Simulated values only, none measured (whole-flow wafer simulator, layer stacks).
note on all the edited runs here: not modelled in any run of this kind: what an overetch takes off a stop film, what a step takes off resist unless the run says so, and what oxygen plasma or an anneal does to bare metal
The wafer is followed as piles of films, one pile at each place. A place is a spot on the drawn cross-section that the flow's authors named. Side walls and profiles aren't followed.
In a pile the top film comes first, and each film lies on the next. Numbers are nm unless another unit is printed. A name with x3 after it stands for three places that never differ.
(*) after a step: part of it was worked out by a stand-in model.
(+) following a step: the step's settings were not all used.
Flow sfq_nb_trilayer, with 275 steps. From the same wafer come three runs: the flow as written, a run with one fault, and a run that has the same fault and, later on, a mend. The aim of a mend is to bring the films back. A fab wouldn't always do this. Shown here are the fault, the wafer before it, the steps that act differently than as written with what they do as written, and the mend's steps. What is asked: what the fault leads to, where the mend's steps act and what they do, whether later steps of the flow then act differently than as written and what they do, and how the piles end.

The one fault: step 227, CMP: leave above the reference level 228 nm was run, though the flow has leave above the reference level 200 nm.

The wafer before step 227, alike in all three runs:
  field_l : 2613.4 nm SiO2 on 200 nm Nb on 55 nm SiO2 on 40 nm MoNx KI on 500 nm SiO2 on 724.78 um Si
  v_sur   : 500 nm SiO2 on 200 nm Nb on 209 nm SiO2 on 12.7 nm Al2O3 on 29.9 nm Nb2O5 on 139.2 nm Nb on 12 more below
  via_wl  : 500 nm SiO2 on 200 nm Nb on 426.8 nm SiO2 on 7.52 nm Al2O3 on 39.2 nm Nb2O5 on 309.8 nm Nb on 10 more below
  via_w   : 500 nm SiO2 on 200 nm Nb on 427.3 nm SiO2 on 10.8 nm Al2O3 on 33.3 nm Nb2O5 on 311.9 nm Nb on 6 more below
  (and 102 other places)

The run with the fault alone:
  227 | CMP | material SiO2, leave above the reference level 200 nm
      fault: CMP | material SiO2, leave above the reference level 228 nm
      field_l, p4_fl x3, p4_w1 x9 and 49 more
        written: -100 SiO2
        fault: -72 SiO2
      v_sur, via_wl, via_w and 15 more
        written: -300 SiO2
        fault: -272 SiO2
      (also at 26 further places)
  Steps further on in the flow that do not act as written (not shown: 3 more steps that differ only slightly, by at most 2% or 0.5 nm, whichever is larger):
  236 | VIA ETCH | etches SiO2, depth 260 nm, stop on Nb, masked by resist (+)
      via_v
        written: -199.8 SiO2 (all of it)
        fault: -227.8 SiO2 (all of it)
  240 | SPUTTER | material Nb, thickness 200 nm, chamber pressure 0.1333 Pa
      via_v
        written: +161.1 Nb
        fault: +154.5 Nb
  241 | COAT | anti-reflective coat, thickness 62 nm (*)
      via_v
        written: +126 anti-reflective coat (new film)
        fault: +132.4 anti-reflective coat (new film)
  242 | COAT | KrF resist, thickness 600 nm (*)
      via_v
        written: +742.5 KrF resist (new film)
        fault: +766 KrF resist (new film)
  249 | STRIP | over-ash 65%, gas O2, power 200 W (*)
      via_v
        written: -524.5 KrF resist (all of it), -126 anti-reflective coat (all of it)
        fault: -547.9 KrF resist (all of it), -132.4 anti-reflective coat (all of it)
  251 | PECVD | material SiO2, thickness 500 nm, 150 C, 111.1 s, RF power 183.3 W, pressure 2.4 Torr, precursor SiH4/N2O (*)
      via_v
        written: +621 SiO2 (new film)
        fault: +655.6 SiO2 (new film)
  By the end, the piles at v_sur, via_wl, via_w and 62 more depart from the flow's by more than 2% or 0.5 nm, whichever is larger.
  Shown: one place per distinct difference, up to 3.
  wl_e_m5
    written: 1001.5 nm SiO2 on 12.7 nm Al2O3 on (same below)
    fault: 1029.5 nm SiO2 on 12.7 nm Al2O3 on (same below)
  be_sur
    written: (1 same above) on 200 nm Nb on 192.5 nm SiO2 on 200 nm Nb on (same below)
    fault: (1 same above) on 200 nm Nb on 220.5 nm SiO2 on 200 nm Nb on (same below)
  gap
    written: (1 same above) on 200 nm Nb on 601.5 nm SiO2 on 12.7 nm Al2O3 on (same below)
    fault: (1 same above) on 200 nm Nb on 629.5 nm SiO2 on 12.7 nm Al2O3 on (same below)

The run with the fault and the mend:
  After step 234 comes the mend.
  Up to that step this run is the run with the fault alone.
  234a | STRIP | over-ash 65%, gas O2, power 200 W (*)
      field_l, v_sur, via_wl and 102 more
        -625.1 KrF resist (all of it), -62 anti-reflective coat (all of it)
      via_v
        -62 anti-reflective coat (all of it)
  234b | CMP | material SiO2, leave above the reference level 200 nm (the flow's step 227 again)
      field_l, v_sur, via_wl and 103 more
        -28 SiO2
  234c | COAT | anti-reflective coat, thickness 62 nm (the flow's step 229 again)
      field_l, v_sur, via_wl and 103 more
        +62 anti-reflective coat (new film)
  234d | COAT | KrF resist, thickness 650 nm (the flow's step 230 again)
      field_l, v_sur, via_wl and 103 more
        +650 KrF resist (new film)
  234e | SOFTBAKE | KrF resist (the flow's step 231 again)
      leaves every film unchanged at each place that is followed
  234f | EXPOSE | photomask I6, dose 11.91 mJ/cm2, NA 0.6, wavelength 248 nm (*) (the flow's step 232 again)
      leaves every film unchanged at each place that is followed
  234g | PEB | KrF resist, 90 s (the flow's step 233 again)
      field_l, v_sur, via_wl and 103 more
        -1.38 KrF resist
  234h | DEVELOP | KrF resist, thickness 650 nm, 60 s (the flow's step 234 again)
      field_l, v_sur, via_wl and 102 more
        -23.5 KrF resist
      via_v
        -648.6 KrF resist (all of it)
  Later steps of the flow that are run all act as written at every place that is followed.
  At every place that both follow, the piles at the end match the flow's.
